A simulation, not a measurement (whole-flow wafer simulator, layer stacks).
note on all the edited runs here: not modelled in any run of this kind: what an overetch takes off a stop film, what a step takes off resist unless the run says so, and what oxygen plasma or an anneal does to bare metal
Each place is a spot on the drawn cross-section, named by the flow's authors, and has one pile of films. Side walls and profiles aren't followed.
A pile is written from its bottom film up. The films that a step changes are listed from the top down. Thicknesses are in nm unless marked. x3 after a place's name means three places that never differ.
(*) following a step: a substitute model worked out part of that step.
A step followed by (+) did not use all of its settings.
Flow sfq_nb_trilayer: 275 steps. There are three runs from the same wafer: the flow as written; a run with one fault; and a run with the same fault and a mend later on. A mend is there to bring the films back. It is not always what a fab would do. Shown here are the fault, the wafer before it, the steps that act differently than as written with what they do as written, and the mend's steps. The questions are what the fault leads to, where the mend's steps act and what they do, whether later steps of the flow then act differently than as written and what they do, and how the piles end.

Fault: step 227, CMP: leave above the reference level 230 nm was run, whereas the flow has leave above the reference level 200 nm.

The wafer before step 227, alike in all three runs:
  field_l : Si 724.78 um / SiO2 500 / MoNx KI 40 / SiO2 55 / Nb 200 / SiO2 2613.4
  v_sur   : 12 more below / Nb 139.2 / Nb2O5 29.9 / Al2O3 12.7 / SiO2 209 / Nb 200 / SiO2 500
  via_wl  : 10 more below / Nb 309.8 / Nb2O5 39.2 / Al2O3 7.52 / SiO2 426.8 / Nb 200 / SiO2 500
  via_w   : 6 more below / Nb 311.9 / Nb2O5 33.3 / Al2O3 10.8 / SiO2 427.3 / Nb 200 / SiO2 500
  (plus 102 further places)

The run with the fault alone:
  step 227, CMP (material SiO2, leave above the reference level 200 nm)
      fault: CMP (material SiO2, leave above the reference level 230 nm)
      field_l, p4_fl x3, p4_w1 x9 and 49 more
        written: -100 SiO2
        fault: -70 SiO2
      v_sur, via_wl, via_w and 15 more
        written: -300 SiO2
        fault: -270 SiO2
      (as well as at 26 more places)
  Later steps of the flow acting differently than as written (3 other steps are not shown; they differ only slightly, by no more than 2% or 0.5 nm, whichever is larger):
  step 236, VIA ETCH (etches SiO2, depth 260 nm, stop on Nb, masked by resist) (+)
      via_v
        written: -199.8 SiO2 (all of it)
        fault: -229.8 SiO2 (all of it)
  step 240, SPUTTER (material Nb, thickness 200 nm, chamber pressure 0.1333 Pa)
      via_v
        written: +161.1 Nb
        fault: +154 Nb
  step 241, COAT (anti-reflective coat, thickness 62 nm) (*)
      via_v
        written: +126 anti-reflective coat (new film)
        fault: +132.8 anti-reflective coat (new film)
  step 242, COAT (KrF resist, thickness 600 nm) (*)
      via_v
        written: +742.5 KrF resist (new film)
        fault: +767.7 KrF resist (new film)
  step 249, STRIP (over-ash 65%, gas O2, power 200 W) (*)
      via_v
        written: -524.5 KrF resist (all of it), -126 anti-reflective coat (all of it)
        fault: -549.6 KrF resist (all of it), -132.8 anti-reflective coat (all of it)
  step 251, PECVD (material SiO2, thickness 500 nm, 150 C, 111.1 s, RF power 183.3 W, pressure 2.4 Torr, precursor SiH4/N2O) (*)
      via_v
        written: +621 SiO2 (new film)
        fault: +658 SiO2 (new film)
  At v_sur, via_wl, via_w and 80 more, the piles at the end differ from the flow's by more than 2% or 0.5 nm, whichever is larger.
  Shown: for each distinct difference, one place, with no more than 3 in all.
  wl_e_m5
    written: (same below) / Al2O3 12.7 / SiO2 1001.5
    fault: (same below) / Al2O3 12.7 / SiO2 1031.5
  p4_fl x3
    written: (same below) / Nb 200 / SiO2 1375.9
    fault: (same below) / Nb 200 / SiO2 1405.9
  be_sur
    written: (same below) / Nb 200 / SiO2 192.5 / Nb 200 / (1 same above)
    fault: (same below) / Nb 200 / SiO2 222.5 / Nb 200 / (1 same above)

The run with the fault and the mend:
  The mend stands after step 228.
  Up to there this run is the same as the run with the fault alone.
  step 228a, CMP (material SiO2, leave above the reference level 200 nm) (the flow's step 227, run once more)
      field_l, v_sur, via_wl and 103 more
        -30 SiO2
  None of the later steps of the flow acts differently than as written at any place that is followed.
  The piles end the same as the flow's at every place that both follow.
